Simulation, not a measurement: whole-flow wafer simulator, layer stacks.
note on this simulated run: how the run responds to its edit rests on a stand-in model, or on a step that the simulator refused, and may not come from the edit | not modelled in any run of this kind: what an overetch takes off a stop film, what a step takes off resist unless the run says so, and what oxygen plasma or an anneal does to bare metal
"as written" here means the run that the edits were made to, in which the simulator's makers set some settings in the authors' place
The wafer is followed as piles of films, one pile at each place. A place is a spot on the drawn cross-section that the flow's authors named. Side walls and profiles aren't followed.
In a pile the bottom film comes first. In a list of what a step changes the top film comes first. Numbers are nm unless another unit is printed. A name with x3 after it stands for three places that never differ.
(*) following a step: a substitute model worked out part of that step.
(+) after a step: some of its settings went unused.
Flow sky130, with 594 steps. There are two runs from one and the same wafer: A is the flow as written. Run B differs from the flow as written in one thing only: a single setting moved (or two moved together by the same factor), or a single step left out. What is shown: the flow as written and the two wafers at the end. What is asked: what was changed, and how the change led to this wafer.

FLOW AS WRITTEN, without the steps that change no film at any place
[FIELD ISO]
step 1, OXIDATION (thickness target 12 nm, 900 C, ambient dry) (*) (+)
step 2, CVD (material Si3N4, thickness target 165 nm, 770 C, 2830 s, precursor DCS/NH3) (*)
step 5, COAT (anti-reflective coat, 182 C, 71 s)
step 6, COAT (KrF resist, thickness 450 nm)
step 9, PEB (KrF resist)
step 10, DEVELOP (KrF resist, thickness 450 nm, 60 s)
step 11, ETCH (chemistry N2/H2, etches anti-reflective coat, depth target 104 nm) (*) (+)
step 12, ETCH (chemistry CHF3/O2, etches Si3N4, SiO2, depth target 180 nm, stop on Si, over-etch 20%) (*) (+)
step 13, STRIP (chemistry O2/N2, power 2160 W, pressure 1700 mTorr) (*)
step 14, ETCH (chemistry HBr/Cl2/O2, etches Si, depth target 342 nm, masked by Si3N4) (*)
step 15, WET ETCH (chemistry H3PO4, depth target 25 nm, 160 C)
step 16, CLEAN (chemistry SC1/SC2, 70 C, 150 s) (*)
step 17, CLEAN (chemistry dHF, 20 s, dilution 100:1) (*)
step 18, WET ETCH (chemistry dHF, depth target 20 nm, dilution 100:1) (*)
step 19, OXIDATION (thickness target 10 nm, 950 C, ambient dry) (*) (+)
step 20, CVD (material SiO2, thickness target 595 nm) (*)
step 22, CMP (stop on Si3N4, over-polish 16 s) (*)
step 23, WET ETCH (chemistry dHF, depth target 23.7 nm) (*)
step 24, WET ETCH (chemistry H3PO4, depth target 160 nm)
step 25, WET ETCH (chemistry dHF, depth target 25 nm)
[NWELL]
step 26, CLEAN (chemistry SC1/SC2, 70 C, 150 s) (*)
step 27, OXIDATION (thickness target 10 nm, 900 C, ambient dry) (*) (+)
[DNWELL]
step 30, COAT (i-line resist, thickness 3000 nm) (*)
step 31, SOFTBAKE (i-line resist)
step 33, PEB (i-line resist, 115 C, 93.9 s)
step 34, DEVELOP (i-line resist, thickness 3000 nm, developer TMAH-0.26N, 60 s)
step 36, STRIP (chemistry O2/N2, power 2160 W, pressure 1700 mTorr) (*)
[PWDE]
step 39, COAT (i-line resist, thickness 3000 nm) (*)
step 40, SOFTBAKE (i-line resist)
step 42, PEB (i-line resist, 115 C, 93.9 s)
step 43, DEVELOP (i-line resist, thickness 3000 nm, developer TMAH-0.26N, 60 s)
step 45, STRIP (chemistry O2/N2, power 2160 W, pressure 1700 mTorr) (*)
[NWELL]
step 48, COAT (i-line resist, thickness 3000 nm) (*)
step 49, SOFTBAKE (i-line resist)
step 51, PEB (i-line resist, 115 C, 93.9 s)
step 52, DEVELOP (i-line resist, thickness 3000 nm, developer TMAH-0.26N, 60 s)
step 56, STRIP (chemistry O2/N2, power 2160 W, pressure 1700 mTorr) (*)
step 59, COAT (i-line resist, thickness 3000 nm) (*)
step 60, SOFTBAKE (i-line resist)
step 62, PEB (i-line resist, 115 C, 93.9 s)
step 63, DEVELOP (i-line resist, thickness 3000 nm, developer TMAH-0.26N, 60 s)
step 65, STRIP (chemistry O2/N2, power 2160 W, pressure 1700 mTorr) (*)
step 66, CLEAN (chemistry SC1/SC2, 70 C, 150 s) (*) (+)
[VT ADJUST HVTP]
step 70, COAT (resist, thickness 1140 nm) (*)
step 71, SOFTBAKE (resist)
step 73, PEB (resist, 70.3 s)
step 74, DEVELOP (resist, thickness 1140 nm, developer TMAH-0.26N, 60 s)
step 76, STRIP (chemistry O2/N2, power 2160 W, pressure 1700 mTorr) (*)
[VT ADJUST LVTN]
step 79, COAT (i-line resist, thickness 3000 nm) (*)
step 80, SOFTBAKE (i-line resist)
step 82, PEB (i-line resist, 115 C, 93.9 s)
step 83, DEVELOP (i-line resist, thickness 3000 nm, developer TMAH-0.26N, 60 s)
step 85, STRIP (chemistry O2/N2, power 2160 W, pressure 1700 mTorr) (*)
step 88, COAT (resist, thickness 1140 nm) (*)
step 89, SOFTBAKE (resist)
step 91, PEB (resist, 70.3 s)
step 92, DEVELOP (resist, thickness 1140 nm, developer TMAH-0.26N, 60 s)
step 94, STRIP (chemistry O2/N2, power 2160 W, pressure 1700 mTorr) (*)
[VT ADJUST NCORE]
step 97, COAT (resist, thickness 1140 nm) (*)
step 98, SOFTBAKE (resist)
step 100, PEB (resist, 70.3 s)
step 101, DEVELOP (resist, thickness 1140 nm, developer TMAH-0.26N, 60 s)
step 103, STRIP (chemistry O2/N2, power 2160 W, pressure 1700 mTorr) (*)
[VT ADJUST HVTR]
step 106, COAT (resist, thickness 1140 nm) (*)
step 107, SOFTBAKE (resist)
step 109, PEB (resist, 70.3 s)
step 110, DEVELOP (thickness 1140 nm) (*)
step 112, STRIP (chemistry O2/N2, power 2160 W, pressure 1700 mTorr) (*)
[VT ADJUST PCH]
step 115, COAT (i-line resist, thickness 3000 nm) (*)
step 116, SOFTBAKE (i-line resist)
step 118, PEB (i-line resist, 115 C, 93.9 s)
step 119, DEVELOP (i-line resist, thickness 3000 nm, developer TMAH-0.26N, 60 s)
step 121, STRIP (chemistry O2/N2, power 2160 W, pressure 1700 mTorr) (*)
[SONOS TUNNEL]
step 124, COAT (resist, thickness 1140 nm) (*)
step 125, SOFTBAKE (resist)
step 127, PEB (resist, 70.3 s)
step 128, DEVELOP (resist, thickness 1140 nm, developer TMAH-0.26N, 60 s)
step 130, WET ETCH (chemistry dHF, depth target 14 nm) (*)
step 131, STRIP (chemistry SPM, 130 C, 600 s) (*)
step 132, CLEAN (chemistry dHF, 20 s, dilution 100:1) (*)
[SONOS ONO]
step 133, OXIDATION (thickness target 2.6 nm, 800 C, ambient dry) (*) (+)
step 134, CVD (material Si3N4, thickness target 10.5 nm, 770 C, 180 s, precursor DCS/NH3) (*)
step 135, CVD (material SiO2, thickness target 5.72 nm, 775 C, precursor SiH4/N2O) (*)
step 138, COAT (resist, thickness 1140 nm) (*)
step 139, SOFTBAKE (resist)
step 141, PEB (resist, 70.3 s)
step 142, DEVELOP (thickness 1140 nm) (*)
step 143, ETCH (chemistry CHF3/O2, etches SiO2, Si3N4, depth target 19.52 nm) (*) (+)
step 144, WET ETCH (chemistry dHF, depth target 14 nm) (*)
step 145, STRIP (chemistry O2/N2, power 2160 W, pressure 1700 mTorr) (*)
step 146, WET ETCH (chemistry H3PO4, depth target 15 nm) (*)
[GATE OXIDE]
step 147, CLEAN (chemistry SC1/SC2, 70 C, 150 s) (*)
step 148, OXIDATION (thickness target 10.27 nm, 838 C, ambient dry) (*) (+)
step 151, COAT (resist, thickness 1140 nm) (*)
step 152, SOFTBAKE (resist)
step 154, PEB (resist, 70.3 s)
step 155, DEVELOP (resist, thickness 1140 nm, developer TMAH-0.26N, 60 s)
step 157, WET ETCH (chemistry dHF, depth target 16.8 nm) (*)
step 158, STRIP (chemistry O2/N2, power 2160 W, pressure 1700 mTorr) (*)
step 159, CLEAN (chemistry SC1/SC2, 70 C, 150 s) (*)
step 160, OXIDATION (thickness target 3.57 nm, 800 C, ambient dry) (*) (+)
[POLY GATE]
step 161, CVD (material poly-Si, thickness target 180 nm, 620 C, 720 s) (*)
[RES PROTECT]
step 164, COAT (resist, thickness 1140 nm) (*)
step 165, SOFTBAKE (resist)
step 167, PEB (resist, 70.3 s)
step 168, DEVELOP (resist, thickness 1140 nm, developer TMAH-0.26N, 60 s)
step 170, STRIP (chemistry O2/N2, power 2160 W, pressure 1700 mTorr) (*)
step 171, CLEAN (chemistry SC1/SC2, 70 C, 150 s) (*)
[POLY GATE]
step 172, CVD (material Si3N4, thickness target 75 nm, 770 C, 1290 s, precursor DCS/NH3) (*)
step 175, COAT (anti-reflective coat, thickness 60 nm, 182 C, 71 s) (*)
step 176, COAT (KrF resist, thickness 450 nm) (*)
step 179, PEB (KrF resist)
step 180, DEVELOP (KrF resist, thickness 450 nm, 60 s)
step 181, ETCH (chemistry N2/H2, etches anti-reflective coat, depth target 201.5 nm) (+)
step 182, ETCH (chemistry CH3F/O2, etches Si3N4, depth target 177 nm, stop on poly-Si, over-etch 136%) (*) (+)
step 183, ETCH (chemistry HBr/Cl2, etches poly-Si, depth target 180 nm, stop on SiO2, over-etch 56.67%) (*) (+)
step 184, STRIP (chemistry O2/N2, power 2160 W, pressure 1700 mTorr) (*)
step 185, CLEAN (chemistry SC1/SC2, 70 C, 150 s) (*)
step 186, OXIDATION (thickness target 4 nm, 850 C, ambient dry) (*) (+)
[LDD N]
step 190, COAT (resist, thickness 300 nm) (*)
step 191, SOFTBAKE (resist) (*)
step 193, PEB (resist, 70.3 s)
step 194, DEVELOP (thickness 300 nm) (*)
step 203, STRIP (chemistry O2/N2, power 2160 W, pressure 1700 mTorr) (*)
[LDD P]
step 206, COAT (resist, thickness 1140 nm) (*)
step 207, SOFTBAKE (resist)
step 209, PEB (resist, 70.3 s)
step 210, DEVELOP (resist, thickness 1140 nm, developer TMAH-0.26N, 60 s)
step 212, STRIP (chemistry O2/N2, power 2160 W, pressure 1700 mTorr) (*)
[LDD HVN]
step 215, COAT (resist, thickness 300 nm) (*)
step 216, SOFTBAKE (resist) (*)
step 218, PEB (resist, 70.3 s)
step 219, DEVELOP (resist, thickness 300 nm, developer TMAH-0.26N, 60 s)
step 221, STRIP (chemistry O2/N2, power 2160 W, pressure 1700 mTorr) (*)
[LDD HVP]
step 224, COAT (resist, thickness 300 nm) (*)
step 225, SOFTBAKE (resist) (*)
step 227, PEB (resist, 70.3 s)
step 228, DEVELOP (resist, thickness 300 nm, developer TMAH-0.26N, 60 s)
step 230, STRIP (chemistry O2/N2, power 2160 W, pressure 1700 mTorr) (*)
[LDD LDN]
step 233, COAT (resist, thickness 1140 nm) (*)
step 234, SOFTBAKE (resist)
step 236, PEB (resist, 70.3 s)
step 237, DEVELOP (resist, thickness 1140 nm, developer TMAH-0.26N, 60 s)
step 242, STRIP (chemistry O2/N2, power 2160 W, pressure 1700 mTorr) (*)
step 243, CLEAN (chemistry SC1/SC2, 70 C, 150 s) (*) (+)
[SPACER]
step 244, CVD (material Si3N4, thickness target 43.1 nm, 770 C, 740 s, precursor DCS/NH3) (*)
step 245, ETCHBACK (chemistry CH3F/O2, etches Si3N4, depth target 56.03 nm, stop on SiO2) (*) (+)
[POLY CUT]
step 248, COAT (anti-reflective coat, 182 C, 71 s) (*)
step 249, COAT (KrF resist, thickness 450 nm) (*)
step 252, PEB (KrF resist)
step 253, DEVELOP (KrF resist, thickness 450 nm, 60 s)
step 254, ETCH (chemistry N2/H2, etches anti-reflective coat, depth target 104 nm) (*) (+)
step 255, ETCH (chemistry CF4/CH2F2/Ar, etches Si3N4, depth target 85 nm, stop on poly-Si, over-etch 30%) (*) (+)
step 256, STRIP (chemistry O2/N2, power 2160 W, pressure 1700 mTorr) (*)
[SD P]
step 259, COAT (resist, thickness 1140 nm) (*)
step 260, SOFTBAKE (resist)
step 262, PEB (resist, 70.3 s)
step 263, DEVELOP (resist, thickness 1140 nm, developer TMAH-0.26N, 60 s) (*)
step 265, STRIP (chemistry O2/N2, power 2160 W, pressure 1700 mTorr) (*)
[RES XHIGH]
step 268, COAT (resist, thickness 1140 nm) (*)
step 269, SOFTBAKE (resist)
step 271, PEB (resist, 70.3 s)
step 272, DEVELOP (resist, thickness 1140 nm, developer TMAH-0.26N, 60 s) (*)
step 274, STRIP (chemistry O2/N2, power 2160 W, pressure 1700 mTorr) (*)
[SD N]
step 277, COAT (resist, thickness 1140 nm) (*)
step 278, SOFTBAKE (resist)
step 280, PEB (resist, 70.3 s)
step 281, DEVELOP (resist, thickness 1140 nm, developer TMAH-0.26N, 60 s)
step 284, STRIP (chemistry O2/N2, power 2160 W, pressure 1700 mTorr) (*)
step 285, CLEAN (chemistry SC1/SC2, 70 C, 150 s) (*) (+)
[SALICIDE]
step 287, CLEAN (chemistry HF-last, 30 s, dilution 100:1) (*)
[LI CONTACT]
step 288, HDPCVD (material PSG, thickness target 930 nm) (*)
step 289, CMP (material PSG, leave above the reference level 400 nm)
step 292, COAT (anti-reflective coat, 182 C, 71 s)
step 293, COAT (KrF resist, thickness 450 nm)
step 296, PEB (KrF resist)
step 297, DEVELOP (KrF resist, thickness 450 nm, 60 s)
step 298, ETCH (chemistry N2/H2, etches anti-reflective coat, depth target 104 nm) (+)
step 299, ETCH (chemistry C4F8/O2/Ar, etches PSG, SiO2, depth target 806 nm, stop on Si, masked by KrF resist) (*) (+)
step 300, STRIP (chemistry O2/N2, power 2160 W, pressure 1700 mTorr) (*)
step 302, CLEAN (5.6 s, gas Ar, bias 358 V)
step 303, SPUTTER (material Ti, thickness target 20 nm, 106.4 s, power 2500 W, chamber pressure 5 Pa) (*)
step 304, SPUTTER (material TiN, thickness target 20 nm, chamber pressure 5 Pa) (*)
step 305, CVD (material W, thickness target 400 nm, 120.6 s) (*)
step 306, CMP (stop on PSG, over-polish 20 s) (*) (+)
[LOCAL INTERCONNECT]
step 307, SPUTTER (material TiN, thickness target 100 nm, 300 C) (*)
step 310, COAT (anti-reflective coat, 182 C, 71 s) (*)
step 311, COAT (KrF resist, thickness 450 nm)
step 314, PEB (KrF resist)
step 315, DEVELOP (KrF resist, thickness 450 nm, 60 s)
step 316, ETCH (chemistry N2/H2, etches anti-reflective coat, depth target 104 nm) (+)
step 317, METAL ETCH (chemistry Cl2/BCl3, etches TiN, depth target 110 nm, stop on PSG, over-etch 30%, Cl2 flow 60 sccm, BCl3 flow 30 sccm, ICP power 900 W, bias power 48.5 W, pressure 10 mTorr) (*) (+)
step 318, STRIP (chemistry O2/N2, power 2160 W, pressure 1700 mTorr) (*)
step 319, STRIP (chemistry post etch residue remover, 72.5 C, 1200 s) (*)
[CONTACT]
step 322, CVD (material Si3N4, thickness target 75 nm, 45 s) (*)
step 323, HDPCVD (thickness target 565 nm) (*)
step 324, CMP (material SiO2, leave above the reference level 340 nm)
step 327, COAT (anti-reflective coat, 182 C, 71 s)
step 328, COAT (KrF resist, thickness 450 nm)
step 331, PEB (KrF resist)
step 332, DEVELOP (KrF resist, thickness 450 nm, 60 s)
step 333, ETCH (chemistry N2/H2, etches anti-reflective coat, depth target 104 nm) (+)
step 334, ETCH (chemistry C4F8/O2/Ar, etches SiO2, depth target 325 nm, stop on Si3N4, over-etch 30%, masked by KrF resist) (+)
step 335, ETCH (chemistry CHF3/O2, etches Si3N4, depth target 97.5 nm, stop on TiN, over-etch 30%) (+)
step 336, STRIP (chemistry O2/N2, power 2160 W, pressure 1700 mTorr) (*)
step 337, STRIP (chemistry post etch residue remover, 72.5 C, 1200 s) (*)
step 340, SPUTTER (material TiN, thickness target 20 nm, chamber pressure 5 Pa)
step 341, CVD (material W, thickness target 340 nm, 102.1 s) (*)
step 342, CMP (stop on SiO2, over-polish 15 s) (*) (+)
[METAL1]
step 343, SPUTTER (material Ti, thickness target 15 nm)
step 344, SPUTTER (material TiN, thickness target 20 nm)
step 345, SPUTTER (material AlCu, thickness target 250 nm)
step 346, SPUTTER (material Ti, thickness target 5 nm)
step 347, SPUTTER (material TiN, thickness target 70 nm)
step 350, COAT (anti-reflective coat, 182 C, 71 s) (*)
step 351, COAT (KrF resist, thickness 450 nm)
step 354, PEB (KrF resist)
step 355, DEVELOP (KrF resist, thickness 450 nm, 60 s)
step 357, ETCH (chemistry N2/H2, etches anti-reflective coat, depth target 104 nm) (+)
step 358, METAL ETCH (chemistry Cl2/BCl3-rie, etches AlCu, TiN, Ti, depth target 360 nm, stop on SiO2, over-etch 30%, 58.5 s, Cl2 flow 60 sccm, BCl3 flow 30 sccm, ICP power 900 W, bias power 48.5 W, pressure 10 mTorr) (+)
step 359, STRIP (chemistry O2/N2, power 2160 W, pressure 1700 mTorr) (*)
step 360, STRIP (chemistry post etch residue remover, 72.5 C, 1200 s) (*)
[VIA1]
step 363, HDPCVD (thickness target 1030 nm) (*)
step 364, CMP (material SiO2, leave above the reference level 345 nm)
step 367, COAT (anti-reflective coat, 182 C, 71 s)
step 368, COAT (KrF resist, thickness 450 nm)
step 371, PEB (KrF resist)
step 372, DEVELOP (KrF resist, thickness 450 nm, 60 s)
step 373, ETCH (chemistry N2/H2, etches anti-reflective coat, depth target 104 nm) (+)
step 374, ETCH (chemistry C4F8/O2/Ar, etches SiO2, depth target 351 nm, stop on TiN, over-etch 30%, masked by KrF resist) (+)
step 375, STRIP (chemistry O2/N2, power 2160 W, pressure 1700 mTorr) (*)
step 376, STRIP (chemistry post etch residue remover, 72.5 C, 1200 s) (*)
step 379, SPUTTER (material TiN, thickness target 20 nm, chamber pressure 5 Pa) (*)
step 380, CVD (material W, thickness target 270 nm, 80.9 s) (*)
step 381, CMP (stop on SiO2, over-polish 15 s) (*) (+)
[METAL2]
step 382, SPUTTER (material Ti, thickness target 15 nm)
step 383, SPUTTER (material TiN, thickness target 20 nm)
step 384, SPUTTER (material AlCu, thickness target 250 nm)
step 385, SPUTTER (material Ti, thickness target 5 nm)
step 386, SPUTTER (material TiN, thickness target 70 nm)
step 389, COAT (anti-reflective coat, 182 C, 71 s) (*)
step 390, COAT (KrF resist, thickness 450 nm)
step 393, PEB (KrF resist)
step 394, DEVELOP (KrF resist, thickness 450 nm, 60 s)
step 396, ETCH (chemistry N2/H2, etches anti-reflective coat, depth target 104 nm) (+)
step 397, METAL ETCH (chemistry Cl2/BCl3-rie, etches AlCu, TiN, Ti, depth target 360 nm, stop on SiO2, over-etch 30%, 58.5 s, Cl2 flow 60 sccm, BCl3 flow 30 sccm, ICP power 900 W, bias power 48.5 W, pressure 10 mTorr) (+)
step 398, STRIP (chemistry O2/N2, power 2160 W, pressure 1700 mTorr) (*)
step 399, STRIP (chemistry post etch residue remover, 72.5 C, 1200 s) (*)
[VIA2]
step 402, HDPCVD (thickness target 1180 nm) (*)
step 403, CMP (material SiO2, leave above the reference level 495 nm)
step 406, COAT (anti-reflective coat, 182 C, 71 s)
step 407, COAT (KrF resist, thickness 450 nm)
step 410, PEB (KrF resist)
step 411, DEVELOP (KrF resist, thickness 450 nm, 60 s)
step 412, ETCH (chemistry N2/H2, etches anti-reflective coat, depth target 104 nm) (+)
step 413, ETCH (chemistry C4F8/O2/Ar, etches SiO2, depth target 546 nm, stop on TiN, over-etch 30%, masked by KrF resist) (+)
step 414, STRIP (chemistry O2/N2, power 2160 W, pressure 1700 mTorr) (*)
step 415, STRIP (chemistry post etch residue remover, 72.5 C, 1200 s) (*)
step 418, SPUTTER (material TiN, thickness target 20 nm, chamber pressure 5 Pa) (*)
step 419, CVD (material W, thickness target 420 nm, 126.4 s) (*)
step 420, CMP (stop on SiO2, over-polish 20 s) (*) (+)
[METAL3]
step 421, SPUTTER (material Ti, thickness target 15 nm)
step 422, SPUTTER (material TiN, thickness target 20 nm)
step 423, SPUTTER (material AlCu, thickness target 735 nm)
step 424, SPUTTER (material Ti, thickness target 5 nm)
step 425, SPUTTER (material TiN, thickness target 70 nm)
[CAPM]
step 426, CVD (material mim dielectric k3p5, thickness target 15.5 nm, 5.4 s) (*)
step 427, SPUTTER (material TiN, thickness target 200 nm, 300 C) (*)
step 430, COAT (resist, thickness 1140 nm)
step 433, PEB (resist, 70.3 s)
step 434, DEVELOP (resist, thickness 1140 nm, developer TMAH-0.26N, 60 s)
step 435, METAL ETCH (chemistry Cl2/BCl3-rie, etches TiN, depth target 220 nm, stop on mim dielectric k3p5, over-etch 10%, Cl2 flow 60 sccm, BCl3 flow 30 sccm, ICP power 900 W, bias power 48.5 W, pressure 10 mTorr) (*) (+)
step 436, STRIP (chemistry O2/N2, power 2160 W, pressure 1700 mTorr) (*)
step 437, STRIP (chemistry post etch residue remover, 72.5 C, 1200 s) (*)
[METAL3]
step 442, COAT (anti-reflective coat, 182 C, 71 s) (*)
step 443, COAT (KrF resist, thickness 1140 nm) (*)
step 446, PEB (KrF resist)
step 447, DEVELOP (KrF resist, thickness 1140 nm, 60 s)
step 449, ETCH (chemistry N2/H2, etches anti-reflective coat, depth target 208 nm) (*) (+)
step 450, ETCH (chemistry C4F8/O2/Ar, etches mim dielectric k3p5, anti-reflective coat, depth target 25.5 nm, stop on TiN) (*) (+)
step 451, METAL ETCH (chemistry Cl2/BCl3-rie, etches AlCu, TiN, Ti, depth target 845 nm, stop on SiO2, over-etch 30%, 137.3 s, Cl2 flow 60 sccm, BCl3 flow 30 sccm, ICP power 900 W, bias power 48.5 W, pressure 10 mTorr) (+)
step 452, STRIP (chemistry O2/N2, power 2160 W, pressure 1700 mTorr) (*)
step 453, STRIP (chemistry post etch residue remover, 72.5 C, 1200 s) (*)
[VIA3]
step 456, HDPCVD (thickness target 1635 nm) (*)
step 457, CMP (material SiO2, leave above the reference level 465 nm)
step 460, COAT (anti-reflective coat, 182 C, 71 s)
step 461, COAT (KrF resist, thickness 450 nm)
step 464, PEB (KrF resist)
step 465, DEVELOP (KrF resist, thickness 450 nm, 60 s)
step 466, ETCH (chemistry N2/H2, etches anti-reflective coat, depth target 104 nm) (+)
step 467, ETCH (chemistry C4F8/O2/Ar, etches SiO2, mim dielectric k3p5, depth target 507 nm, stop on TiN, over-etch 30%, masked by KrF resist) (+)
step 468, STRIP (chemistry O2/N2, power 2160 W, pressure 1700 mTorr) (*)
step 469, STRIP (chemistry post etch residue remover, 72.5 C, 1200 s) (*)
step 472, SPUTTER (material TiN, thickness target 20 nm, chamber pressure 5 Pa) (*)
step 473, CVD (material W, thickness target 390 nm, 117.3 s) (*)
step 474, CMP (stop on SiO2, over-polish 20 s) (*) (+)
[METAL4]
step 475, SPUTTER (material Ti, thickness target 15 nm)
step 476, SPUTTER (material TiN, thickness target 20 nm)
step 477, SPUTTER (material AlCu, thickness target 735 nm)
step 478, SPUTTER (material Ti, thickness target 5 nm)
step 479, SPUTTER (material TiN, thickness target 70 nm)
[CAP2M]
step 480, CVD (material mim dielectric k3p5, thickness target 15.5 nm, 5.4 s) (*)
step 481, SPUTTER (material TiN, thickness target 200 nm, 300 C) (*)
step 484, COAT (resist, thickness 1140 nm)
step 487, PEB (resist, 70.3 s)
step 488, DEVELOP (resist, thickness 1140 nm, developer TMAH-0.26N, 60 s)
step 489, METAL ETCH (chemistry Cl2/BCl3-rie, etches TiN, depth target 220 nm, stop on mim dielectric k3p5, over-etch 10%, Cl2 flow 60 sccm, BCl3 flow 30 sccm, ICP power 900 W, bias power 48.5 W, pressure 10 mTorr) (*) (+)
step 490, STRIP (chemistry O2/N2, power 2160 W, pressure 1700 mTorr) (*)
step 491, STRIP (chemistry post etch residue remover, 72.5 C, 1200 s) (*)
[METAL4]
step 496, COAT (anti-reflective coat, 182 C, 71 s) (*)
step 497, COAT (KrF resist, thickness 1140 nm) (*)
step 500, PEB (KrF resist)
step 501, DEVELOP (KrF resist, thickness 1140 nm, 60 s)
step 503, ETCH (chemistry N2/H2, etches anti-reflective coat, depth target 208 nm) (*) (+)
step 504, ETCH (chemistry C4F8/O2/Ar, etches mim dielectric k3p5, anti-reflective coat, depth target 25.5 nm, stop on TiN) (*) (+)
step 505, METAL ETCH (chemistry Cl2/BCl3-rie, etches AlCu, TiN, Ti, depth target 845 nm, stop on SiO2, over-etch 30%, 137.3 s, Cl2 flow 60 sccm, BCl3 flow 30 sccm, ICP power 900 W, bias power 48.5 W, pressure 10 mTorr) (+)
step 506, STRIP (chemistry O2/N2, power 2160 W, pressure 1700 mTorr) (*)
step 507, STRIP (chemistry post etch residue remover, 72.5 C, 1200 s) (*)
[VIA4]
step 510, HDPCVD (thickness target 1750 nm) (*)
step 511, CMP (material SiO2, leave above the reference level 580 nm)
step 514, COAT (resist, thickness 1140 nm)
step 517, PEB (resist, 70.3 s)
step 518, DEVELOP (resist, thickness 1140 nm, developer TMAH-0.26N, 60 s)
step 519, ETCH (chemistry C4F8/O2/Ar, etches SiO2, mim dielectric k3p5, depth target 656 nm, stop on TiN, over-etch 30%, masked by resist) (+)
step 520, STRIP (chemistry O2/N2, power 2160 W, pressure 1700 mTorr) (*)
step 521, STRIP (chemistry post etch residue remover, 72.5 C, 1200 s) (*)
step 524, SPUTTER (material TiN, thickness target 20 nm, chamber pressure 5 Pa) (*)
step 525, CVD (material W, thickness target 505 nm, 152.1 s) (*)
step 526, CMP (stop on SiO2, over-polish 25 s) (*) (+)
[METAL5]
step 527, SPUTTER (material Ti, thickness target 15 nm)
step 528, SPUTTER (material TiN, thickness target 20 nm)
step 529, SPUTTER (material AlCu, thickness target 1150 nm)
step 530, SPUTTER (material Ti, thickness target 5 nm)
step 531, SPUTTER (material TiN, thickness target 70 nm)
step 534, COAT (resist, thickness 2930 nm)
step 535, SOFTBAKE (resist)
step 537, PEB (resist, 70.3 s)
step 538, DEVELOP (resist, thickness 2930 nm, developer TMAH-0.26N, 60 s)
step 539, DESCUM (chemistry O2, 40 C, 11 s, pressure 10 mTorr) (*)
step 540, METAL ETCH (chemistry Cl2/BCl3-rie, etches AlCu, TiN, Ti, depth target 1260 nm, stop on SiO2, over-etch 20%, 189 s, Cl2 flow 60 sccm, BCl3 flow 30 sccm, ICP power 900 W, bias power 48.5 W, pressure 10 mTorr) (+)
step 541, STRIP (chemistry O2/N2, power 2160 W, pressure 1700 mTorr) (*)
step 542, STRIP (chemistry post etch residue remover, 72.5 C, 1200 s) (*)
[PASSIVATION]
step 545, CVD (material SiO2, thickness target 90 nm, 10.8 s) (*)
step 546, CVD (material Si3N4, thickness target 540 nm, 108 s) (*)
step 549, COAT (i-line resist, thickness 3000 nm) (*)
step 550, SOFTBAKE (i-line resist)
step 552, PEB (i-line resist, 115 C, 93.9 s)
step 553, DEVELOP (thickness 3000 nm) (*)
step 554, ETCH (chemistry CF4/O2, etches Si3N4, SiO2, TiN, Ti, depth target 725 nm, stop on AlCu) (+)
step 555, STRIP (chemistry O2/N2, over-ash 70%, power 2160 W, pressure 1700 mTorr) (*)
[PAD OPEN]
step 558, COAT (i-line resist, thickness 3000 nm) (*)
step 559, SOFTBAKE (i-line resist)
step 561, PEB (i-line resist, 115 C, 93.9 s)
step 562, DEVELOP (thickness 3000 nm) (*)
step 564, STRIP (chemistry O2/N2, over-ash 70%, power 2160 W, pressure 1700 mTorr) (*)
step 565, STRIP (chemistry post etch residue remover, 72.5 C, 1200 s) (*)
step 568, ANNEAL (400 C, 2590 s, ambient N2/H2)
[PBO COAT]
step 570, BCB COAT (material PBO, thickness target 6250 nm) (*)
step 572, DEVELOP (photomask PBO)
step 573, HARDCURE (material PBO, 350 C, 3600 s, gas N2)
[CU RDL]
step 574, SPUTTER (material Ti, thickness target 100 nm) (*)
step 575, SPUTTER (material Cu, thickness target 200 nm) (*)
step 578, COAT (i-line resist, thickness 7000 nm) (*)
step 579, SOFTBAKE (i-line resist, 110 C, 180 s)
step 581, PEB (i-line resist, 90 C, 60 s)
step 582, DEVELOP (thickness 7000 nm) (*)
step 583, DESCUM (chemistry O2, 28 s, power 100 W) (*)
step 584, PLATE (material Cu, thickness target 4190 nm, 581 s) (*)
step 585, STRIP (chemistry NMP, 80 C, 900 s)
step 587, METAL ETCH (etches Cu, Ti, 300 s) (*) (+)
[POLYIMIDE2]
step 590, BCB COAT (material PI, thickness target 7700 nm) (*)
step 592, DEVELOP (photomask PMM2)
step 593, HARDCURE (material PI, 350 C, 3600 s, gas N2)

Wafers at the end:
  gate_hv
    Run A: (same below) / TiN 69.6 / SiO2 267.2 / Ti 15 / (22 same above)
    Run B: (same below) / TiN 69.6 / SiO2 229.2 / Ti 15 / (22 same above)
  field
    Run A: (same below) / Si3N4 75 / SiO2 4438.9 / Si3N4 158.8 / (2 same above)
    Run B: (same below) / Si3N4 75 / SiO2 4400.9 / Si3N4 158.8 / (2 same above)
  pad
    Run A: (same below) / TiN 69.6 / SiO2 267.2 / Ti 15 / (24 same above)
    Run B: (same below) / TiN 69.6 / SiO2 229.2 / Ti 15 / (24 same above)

Cause: step 364, CMP: leave above the reference level 307 nm was run, though the flow has leave above the reference level 345 nm.

Step by step, how the change led to this:
  step 364, CMP (material SiO2, leave above the reference level 345 nm)
      n_well, p_well, gate_hv and 100 more: A SiO2 loses 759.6 | B SiO2 loses 797.6
      field, active, gate and 81 more: A SiO2 loses 389.1 | B SiO2 loses 427.1
      (also at 4 further places)
  step 374, ETCH (chemistry C4F8/O2/Ar, etches SiO2, depth target 351 nm, stop on TiN, over-etch 30%, masked by KrF resist) (+)
      field, active, n_well and 186 more: A KrF resist loses 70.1 | B KrF resist loses 60.3
      m1, via1_hole: A SiO2 loses 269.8 (all of it) | B SiO2 loses 231.8 (all of it)
  step 375, STRIP (chemistry O2/N2, power 2160 W, pressure 1700 mTorr) (*)
      field, active, n_well and 186 more: A KrF resist loses 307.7 (all of it), anti-reflective coat loses 80 (all of it) | B KrF resist loses 317.6 (all of it), anti-reflective coat loses 80 (all of it)
  step 379, SPUTTER (material TiN, thickness target 20 nm, chamber pressure 5 Pa) (*)
      m1: A TiN gains 11 | B TiN gains 11.7
      via1_hole: A TiN gains 10.9 | B TiN gains 11.7
  step 380, CVD (material W, thickness target 270 nm, 80.9 s) (*)
      m1: A W gains 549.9 (new film) | B W gains 511.1 (new film)
      via1_hole: A W gains 549.9 (new film) | B W gains 511.2 (new film)
